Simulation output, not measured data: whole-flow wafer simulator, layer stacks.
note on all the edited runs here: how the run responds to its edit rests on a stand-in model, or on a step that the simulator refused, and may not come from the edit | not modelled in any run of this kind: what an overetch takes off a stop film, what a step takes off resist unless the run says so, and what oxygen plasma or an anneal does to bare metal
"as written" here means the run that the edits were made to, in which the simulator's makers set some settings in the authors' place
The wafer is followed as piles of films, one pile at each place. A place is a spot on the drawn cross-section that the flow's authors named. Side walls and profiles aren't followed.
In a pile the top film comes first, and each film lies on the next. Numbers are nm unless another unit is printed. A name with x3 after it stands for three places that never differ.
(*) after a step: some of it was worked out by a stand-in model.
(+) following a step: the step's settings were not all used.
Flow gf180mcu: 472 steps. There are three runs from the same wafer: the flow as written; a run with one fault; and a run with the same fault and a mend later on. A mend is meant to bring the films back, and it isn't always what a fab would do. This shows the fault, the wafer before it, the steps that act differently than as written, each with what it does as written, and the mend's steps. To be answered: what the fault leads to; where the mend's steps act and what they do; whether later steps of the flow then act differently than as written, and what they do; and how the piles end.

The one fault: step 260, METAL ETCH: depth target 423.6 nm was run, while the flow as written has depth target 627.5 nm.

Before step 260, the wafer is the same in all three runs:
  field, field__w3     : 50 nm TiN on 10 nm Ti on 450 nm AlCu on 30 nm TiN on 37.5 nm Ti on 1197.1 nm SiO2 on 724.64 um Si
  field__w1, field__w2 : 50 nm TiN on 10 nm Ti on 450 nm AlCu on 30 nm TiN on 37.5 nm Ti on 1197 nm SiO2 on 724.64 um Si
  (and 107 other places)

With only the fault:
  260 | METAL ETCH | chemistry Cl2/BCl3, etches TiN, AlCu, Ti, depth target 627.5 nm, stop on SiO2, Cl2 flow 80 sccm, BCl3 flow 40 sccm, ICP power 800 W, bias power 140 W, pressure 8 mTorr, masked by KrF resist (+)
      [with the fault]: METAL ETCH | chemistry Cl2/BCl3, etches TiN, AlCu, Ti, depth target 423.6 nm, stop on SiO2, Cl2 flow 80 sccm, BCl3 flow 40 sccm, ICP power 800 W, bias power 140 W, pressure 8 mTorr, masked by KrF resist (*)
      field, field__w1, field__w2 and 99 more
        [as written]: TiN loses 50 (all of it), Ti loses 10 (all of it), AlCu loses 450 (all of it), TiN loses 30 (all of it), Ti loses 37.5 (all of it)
        [with the fault]: TiN loses 50 (all of it), Ti loses 10 (all of it), AlCu loses 363.6
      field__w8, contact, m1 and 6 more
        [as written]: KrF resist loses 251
        [with the fault]: KrF resist loses 169.4
  Steps later in the flow that act otherwise than as written:
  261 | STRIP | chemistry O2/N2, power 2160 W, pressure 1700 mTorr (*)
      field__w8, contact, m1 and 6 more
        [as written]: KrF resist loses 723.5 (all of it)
        [with the fault]: KrF resist loses 805.1 (all of it)
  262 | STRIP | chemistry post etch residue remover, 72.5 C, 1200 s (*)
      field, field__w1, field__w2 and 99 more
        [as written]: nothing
        [with the fault]: AlCu loses 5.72
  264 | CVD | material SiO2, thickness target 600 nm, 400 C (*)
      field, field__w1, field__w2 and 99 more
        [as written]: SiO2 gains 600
        [with the fault]: SiO2 gains 600 (new film)
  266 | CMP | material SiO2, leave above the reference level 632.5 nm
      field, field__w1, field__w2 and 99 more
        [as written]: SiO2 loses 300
        [with the fault]: SiO2 loses 448.2
  The piles end different from the flow's at field, field__w1, field__w2 and 100 more by more than 2% or 0.5 nm, whichever is larger.
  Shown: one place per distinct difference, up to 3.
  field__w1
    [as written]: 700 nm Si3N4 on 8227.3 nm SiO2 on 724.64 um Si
    [with the fault]: 700 nm Si3N4 on 6882.1 nm SiO2 on 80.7 nm AlCu on 30 nm TiN on 37.5 nm Ti on 1197 nm SiO2 on 724.64 um Si
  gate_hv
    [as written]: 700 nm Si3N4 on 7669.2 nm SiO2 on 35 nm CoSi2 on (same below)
    [with the fault]: 700 nm Si3N4 on 6882.1 nm SiO2 on 80.7 nm AlCu on 30 nm TiN on 37.5 nm Ti on 638.9 nm SiO2 on 35 nm CoSi2 on (same below)
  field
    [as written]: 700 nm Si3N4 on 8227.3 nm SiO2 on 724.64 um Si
    [with the fault]: 700 nm Si3N4 on 6882.1 nm SiO2 on 80.7 nm AlCu on 30 nm TiN on 37.5 nm Ti on 1197.1 nm SiO2 on 724.64 um Si

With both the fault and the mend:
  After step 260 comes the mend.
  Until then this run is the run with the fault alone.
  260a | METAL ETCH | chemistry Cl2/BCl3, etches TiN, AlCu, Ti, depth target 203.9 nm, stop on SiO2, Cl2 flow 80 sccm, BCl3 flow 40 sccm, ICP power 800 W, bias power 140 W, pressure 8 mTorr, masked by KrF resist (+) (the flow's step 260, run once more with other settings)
      field, field__w1, field__w2 and 99 more
        AlCu loses 86.4 (all of it), TiN loses 30 (all of it), Ti loses 37.5 (all of it)
      field__w8, contact, m1 and 6 more
        KrF resist loses 81.6
  None of the later steps of the flow acts differently than as written at any place that is followed.
  The piles end the same as the flow's at every place that both follow.
